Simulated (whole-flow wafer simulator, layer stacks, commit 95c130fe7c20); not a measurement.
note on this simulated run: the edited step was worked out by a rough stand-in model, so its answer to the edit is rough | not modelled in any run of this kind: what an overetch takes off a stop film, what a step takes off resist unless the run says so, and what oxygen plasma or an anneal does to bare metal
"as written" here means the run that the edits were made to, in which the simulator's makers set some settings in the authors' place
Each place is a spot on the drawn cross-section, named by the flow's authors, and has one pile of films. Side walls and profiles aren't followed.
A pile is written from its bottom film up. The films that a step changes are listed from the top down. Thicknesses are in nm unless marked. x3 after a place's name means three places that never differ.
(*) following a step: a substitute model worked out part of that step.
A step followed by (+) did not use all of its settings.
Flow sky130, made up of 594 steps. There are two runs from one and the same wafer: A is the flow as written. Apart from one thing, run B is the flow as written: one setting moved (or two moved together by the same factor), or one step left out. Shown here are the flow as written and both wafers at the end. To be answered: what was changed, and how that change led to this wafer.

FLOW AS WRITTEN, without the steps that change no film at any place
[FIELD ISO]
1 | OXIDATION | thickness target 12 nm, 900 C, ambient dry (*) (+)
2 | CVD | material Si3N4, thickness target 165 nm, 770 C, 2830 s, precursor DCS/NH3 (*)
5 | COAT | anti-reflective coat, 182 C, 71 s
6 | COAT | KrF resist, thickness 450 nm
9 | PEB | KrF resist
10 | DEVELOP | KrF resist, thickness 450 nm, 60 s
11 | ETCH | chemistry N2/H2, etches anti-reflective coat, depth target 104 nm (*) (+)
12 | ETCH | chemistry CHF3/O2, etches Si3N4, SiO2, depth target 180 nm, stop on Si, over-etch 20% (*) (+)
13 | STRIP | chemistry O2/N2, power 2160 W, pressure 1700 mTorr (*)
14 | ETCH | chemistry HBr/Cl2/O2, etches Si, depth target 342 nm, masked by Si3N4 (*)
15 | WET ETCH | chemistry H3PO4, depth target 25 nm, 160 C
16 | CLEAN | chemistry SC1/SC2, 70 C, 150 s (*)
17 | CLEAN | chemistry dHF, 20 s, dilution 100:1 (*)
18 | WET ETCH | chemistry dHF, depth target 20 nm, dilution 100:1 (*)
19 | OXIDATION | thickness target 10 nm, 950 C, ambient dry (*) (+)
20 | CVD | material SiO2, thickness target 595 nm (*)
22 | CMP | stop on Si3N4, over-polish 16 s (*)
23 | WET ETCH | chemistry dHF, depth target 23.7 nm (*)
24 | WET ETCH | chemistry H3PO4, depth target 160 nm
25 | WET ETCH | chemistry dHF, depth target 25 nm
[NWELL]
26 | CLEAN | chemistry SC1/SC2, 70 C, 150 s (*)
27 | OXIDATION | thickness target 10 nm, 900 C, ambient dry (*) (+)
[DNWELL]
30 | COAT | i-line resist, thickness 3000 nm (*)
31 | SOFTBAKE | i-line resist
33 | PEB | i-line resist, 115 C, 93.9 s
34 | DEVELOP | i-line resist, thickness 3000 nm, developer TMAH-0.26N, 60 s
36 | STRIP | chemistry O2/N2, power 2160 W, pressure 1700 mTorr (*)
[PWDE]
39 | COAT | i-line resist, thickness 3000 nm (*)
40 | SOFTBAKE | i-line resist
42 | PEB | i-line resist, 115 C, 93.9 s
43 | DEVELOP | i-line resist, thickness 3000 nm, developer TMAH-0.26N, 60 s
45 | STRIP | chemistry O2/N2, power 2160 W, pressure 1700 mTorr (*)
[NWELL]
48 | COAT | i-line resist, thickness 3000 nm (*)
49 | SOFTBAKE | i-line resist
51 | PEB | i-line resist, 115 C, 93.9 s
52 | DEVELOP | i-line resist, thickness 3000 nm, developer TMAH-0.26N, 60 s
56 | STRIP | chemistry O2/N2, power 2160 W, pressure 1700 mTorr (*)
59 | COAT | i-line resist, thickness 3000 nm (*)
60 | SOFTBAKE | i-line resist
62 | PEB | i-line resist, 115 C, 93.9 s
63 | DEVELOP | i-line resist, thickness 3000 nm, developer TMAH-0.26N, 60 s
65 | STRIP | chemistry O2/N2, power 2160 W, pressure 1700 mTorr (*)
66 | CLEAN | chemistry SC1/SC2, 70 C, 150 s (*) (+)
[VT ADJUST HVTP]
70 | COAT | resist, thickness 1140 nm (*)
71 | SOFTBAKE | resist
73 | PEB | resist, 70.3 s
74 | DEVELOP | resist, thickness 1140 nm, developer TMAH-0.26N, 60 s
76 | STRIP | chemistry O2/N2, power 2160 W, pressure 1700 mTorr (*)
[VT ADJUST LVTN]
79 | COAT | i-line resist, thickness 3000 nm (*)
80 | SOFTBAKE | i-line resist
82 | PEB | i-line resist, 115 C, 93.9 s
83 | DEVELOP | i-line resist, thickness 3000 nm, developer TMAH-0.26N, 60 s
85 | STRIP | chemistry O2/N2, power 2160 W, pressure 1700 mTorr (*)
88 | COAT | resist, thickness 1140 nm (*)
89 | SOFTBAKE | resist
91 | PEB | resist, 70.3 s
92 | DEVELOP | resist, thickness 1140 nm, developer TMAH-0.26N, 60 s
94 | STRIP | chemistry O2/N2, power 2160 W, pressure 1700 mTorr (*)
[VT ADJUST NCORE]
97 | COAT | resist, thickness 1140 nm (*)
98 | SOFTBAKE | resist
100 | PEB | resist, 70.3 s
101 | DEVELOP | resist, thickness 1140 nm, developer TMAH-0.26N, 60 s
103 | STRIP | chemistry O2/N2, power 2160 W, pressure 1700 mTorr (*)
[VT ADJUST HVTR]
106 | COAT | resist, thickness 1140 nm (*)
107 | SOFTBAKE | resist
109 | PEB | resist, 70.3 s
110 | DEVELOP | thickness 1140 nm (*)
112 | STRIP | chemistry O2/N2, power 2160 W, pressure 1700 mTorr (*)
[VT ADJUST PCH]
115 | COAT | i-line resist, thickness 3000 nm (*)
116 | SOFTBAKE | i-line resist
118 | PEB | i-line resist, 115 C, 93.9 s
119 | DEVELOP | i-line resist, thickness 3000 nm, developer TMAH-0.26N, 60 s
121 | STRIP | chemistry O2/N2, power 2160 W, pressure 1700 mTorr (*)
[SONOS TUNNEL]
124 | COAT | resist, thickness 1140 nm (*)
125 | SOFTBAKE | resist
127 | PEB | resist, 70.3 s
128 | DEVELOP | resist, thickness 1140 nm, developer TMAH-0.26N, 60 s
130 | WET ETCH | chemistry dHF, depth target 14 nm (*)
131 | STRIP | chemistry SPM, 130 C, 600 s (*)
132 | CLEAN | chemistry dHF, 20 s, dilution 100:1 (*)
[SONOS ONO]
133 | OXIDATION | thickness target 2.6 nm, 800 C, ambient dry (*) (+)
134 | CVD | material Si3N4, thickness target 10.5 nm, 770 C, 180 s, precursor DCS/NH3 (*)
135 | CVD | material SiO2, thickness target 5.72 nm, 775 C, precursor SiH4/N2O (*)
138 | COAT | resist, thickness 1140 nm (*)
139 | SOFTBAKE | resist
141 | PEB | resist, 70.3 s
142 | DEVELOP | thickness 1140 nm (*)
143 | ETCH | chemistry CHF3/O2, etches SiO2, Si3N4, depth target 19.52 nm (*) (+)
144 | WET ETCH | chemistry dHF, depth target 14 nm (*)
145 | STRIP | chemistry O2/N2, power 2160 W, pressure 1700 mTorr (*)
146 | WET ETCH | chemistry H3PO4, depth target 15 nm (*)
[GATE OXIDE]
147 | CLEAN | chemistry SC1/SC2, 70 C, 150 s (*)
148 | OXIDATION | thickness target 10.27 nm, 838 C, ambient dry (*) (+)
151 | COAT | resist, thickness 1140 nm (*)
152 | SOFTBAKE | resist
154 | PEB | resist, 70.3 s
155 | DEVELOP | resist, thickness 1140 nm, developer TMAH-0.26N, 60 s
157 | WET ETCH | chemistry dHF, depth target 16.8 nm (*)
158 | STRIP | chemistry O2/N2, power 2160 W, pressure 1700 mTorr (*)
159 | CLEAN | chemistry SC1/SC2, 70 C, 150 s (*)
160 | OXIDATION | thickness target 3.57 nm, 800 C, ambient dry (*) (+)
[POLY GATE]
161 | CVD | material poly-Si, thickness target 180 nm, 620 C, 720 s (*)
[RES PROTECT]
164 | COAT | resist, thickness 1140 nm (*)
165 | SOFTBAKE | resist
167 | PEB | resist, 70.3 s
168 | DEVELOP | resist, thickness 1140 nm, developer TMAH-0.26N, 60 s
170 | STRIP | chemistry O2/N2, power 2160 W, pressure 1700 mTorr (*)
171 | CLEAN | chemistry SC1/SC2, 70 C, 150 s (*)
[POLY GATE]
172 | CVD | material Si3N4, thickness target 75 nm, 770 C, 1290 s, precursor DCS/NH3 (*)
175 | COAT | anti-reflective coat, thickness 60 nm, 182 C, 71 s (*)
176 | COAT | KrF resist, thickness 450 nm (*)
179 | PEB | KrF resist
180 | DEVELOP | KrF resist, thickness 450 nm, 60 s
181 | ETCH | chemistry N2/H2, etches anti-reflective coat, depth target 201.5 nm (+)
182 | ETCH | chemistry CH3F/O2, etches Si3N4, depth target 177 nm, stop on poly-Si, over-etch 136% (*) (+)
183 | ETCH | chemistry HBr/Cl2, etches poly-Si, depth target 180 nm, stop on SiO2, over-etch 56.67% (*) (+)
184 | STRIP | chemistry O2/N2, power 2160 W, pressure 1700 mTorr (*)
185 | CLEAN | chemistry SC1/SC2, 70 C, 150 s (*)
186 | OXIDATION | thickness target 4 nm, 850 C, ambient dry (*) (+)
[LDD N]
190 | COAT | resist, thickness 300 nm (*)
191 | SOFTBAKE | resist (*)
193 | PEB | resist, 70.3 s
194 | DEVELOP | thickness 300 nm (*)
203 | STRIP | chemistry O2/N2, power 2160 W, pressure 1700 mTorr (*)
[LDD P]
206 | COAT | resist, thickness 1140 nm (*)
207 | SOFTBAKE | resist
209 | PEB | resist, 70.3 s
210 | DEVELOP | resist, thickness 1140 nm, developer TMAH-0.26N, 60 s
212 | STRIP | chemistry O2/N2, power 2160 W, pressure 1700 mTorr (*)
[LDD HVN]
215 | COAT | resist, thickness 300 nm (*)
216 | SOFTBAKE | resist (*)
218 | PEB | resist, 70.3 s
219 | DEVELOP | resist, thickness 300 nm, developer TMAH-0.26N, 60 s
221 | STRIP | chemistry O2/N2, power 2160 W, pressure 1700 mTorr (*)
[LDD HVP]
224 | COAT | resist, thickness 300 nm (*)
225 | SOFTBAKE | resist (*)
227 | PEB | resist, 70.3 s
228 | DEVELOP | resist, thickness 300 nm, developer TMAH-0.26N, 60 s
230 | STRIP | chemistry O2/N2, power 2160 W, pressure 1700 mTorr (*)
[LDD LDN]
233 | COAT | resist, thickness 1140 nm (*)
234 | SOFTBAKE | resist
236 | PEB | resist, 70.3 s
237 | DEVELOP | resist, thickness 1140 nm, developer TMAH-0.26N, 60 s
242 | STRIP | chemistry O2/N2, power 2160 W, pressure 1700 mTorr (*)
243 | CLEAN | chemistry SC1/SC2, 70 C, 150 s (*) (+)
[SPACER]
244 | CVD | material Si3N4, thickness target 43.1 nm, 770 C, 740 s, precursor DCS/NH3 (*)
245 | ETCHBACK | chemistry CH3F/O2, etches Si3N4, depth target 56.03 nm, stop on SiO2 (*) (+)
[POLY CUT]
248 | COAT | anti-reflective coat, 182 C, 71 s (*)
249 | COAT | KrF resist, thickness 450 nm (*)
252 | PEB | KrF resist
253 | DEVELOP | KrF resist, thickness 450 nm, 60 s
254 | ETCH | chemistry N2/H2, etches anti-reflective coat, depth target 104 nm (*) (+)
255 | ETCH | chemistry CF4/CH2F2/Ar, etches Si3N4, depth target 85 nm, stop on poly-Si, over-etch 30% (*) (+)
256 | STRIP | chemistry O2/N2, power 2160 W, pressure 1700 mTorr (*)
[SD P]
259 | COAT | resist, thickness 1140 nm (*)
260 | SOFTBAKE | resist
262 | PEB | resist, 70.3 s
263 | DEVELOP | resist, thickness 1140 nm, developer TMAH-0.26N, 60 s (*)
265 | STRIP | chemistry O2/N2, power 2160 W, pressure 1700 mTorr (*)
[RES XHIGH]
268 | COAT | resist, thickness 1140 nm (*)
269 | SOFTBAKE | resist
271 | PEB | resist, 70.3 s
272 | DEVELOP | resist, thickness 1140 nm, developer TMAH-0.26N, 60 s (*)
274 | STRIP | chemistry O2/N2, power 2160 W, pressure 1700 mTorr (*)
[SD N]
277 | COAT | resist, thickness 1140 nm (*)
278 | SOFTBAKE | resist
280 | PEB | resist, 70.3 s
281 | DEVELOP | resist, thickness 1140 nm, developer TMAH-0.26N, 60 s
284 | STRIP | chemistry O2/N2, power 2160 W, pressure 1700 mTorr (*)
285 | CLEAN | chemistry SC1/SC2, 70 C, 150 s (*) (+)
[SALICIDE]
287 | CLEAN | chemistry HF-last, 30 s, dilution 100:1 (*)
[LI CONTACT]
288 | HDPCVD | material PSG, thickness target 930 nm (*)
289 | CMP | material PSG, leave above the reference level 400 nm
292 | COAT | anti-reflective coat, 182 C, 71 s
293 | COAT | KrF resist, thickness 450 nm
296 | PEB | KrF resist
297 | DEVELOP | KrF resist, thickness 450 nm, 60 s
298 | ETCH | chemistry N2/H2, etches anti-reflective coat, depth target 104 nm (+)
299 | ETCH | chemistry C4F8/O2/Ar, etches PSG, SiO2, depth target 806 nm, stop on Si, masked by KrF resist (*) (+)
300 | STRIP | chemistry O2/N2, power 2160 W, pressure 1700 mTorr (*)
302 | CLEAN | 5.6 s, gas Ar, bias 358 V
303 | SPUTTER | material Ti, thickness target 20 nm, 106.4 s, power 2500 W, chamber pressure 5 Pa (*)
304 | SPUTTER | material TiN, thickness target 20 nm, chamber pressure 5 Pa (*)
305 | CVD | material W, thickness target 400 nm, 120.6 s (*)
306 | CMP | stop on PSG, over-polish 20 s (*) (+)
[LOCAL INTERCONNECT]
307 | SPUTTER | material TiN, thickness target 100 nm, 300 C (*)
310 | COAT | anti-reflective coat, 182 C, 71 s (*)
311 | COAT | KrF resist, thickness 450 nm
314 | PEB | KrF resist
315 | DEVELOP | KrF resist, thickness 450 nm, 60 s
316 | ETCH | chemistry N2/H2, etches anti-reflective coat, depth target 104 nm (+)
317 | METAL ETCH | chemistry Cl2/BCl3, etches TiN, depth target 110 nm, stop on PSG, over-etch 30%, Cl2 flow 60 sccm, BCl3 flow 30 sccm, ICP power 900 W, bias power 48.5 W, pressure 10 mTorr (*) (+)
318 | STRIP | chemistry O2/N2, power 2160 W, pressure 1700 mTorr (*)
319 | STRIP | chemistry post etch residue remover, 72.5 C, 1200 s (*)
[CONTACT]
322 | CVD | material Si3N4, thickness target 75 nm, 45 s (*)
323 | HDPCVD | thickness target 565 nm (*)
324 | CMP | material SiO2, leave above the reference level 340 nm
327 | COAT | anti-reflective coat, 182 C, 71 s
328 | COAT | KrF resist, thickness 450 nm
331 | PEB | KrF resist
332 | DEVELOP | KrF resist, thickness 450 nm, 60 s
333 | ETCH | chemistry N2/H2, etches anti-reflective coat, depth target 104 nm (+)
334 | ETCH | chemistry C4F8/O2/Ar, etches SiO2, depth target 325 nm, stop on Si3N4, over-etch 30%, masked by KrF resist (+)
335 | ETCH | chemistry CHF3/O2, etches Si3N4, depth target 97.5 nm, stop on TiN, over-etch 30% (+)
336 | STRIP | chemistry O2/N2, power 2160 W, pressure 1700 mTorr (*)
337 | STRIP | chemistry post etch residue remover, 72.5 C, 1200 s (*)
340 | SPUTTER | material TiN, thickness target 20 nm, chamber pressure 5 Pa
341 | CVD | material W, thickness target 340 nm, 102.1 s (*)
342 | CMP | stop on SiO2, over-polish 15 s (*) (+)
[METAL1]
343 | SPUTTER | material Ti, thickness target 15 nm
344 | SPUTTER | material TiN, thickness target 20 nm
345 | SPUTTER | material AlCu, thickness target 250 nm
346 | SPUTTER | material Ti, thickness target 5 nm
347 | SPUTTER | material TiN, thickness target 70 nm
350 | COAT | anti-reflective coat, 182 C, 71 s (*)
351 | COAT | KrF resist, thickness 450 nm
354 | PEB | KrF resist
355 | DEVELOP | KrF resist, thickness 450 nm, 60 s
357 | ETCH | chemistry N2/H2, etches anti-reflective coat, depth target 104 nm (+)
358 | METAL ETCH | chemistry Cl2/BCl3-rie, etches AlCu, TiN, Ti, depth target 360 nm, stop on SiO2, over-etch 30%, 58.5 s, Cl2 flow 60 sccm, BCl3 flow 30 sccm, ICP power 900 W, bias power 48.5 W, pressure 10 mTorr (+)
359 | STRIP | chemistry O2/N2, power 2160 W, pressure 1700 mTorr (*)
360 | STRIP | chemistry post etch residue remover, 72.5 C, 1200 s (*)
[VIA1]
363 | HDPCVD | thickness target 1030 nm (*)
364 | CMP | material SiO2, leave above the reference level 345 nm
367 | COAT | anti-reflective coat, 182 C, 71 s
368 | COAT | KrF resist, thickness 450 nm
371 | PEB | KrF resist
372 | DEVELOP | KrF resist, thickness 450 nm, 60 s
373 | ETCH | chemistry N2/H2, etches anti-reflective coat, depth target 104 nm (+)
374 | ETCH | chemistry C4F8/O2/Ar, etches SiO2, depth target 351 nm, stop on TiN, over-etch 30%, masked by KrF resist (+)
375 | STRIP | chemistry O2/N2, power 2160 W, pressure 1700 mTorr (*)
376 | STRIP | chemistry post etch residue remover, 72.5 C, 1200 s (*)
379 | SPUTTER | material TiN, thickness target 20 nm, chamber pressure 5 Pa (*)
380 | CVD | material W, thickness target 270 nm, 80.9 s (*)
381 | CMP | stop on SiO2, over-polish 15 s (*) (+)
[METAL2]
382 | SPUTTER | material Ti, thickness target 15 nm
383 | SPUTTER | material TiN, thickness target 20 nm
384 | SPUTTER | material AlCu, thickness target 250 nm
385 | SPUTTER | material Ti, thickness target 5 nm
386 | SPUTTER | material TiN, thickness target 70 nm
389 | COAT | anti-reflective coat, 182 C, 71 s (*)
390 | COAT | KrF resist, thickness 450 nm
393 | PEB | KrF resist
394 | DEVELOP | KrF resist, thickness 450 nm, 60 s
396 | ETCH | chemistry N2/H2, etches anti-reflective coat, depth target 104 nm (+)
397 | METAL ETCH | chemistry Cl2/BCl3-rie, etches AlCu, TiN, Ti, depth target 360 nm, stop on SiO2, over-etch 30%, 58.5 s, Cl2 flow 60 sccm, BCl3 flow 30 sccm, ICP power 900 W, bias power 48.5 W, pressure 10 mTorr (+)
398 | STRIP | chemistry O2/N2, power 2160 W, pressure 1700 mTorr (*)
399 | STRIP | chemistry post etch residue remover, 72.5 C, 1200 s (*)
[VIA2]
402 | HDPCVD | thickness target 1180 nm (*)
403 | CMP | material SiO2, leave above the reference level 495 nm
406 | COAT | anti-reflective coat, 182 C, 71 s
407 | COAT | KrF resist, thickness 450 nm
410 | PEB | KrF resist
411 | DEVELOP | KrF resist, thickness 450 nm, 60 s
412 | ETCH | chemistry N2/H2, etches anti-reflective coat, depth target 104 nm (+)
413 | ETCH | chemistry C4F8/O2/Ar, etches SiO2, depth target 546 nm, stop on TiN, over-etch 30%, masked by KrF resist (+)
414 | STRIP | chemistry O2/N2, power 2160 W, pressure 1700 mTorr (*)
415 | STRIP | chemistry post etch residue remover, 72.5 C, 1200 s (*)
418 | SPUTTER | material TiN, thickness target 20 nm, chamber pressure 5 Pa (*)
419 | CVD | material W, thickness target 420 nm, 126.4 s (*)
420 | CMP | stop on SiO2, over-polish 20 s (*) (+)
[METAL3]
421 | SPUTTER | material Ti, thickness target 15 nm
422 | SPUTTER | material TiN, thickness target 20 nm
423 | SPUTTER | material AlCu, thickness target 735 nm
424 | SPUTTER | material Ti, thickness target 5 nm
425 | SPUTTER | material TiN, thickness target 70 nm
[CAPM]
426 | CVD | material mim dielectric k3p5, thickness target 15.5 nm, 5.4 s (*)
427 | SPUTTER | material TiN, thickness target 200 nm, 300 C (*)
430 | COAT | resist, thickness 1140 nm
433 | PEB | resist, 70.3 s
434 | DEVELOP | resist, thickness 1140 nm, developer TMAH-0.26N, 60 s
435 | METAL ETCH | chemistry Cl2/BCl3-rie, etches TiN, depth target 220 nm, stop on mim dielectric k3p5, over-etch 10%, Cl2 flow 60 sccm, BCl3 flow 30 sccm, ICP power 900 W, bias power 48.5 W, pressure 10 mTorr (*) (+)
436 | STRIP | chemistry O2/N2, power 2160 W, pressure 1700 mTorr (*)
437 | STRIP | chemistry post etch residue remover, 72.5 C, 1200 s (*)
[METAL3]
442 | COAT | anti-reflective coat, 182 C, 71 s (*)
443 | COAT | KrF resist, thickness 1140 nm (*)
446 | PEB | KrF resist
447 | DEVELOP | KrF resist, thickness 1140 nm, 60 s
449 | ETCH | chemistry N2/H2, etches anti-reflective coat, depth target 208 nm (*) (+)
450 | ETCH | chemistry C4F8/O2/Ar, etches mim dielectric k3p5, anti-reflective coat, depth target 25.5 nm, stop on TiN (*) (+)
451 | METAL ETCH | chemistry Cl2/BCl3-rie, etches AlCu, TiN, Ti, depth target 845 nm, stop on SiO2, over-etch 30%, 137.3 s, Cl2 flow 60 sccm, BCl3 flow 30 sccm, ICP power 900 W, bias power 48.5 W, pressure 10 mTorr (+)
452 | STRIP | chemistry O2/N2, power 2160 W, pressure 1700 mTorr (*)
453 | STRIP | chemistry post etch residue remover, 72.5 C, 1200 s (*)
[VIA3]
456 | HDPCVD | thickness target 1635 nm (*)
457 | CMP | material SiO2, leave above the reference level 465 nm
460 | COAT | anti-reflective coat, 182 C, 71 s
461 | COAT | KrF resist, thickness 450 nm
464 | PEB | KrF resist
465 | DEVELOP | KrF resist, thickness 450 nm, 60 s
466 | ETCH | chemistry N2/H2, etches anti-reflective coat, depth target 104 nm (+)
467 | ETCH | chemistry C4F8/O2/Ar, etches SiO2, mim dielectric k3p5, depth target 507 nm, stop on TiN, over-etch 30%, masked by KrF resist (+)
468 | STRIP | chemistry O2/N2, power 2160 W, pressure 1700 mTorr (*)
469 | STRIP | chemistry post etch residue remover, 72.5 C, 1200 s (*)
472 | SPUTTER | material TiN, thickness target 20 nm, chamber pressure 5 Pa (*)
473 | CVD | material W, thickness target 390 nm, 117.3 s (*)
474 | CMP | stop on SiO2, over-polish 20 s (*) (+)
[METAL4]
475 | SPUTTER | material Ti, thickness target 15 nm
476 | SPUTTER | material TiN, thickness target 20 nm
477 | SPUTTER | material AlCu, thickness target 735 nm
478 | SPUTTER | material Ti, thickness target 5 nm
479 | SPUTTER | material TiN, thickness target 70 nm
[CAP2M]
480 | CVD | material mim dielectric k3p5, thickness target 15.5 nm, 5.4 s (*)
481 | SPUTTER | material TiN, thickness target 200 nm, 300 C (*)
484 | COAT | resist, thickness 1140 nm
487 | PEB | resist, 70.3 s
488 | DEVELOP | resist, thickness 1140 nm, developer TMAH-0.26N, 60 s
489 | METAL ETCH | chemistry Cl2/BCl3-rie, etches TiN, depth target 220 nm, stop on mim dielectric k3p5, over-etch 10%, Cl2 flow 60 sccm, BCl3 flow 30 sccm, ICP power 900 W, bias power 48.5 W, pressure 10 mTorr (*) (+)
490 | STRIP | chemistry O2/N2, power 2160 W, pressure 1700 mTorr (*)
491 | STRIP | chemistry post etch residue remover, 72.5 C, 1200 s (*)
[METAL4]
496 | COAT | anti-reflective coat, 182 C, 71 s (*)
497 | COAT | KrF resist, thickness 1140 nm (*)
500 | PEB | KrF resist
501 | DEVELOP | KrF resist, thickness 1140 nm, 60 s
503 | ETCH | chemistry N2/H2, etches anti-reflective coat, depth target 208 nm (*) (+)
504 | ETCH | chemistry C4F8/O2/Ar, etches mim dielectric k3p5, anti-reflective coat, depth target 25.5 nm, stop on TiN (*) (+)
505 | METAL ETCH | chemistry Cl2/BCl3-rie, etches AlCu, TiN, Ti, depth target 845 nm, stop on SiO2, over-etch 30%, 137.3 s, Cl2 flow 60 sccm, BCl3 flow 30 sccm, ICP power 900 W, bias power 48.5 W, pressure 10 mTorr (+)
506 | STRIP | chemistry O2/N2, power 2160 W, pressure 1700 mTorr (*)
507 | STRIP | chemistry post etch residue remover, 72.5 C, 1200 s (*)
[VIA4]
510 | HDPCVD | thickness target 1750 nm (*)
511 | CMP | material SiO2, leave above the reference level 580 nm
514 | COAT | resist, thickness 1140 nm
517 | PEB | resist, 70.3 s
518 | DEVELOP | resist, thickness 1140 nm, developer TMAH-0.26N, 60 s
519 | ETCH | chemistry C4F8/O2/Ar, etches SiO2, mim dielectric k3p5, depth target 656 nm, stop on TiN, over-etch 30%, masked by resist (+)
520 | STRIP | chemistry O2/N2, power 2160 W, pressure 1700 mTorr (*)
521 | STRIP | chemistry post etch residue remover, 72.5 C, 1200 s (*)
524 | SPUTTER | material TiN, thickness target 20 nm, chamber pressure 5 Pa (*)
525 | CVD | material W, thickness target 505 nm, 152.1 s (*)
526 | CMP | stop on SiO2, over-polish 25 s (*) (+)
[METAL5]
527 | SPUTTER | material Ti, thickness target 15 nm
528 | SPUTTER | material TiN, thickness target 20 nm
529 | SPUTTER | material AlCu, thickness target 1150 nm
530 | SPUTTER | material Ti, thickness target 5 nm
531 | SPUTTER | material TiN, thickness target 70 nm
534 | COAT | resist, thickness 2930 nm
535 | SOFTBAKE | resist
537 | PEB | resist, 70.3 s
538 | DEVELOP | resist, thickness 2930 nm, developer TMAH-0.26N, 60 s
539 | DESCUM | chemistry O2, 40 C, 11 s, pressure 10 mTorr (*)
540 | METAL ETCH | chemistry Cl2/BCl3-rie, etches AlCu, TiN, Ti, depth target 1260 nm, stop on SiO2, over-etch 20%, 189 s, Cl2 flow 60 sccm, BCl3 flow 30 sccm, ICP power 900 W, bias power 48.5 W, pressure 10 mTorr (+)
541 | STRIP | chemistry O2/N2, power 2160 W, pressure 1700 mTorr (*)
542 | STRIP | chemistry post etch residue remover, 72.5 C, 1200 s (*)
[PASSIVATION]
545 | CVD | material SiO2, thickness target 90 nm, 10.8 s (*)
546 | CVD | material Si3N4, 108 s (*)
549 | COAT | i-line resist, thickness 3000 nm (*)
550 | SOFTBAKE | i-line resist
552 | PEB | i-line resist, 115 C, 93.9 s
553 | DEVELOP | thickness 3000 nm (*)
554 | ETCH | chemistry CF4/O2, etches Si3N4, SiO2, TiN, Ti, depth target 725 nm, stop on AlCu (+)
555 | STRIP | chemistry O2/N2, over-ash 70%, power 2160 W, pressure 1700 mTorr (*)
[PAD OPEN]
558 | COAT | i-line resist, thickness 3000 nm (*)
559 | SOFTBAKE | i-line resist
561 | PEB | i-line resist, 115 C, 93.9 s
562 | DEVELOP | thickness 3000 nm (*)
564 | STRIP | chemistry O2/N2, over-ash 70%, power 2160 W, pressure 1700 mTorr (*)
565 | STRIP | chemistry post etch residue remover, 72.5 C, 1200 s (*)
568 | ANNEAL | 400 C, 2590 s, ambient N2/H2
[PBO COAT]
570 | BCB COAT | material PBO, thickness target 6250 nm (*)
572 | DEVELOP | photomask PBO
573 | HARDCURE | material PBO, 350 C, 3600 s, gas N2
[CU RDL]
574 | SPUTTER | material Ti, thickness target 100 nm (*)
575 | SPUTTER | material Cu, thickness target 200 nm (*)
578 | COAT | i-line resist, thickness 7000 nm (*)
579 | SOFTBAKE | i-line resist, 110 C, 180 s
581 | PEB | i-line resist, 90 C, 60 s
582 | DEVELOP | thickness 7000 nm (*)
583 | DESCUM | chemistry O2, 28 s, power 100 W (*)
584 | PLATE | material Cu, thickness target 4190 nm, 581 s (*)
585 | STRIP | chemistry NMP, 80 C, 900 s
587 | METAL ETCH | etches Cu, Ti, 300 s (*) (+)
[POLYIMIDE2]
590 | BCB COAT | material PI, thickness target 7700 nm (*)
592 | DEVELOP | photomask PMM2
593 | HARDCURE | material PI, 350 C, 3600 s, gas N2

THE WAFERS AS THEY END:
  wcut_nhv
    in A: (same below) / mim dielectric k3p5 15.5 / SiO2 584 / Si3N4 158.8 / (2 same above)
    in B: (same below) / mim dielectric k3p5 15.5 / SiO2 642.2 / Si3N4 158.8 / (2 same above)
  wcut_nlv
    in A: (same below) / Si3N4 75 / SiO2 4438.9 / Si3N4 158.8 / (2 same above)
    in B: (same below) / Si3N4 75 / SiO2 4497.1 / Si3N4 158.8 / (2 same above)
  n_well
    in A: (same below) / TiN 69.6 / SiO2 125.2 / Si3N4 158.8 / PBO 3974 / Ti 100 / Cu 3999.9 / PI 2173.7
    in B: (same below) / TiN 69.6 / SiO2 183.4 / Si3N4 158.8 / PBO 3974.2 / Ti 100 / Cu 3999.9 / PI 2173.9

What caused this: step 545, CVD: thickness target 133 nm was run, whereas the flow has thickness target 90 nm; step 545, CVD: 15.9 s was run, where the flow has 10.8 s.

Step by step, how the change led to this:
  545 | CVD | material SiO2, thickness target 90 nm, 10.8 s (*)
      field, active, gate and 175 more: A +125.2 SiO2 | B +183.4 SiO2
      n_well, p_well, sd_n and 12 more: A +125.2 SiO2 (new film) | B +183.4 SiO2 (new film)
  550 | SOFTBAKE | i-line resist
      active: A +12 i-line resist | B +13.2 i-line resist
      gate: A -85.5 i-line resist | B -88.7 i-line resist
      (also at 59 further places)
  554 | ETCH | chemistry CF4/O2, etches Si3N4, SiO2, TiN, Ti, depth target 725 nm, stop on AlCu (+)
      field, active, n_well and 189 more: A -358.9 i-line resist | B -417.1 i-line resist
      pad: A -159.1 Si3N4 (all of it), -125.2 SiO2 (all of it), -69.6 TiN (all of it), -5 Ti (all of it) | B -159.1 Si3N4 (all of it), -183.4 SiO2 (all of it), -69.6 TiN (all of it), -5 Ti (all of it)
  555 | STRIP | chemistry O2/N2, over-ash 70%, power 2160 W, pressure 1700 mTorr (*)
      gate_hv, dice_street, iso_guard and 83 more: A -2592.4 i-line resist (all of it) | B -2534.2 i-line resist (all of it)
      n_well, p_well, sd_n, sd_p: A -1340.8 i-line resist (all of it) | B -1282.6 i-line resist (all of it)
      (also at 96 further places)
  558 | COAT | i-line resist, thickness 3000 nm (*)
      pad: A +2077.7 i-line resist (new film) | B +2136.2 i-line resist (new film)
  559 | SOFTBAKE | i-line resist
      field: A +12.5 i-line resist | B +13.8 i-line resist
      active: A +12 i-line resist | B +13.2 i-line resist
      (also at 66 further places)
  561 | PEB | i-line resist, 115 C, 93.9 s
      pad: A -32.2 i-line resist | B -33.2 i-line resist
  562 | DEVELOP | thickness 3000 nm (*)
      pad: A -2045.5 i-line resist (all of it) | B -2103 i-line resist (all of it)
  578 | COAT | i-line resist, thickness 7000 nm (*)
      pad: A +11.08 um i-line resist (new film) | B +11.14 um i-line resist (new film)
  579 | SOFTBAKE | i-line resist, 110 C, 180 s
      rpo_hd_licon, mim2: A -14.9 i-line resist | B -15.7 i-line resist
      mim: A -16.8 i-line resist | B -17.8 i-line resist
      (also at 27 further places)
  582 | DEVELOP | thickness 7000 nm (*)
      pad: A -11.08 um i-line resist (all of it) | B -11.14 um i-line resist (all of it)
